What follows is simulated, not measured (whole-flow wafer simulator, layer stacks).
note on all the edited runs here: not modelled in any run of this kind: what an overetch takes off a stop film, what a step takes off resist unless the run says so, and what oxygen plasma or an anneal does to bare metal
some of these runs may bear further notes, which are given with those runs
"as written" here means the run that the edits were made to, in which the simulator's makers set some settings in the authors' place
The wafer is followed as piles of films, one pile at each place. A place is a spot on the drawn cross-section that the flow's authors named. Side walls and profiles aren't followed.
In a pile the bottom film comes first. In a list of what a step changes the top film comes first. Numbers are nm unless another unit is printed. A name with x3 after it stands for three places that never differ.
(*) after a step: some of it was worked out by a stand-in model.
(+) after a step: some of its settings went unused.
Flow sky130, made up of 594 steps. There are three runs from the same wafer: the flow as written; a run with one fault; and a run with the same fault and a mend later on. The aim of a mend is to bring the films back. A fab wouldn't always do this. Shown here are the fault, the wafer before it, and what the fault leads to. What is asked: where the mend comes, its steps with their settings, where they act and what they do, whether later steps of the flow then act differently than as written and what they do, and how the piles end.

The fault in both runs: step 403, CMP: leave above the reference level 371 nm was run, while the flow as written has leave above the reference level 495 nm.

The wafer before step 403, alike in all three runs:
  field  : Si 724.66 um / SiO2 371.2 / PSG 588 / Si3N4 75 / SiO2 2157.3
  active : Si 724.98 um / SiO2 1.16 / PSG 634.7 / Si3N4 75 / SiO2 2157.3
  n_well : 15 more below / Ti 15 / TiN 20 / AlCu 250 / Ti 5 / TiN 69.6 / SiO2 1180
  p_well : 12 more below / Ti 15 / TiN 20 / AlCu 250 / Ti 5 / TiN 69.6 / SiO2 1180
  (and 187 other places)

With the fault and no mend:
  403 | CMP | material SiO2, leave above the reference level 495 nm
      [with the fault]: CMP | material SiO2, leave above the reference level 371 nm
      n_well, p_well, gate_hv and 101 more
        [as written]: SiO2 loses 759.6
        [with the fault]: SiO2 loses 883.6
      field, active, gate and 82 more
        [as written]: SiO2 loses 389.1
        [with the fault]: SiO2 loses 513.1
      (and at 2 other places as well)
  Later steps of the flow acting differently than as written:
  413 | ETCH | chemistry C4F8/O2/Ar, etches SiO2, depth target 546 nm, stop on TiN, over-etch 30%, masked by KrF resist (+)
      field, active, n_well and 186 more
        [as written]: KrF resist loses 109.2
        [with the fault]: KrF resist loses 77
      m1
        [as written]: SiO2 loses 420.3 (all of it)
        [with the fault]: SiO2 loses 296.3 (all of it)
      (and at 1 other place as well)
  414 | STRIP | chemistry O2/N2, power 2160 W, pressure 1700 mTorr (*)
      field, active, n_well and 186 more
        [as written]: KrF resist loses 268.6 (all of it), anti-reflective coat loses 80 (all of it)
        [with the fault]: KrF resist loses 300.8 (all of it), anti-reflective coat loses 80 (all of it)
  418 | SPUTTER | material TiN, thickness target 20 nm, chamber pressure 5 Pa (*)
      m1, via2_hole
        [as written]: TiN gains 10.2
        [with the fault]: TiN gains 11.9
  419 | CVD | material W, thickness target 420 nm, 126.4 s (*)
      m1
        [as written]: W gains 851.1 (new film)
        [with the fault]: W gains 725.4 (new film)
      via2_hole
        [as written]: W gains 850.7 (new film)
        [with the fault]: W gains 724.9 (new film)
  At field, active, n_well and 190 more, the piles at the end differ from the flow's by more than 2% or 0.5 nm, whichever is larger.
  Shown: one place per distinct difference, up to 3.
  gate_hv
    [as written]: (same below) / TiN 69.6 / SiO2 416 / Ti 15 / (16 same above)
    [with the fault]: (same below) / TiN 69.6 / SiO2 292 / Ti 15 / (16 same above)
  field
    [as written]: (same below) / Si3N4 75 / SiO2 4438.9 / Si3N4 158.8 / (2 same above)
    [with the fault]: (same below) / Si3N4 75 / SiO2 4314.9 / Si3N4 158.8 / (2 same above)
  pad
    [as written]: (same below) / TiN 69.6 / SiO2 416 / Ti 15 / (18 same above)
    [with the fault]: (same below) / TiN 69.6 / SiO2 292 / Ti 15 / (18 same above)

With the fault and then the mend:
  After step 403 comes the mend.
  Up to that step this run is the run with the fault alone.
  403a | HDPCVD | thickness target 124 nm (*) (a further turn of the flow's step 402, with different settings)
      field, active, n_well and 188 more
        SiO2 gains 124
  None of the later steps of the flow differs from how it acts as written, at any place that is followed, by more than 2% or 0.5 nm, whichever is larger.
  The piles end the same as the flow's at every place that both follow.
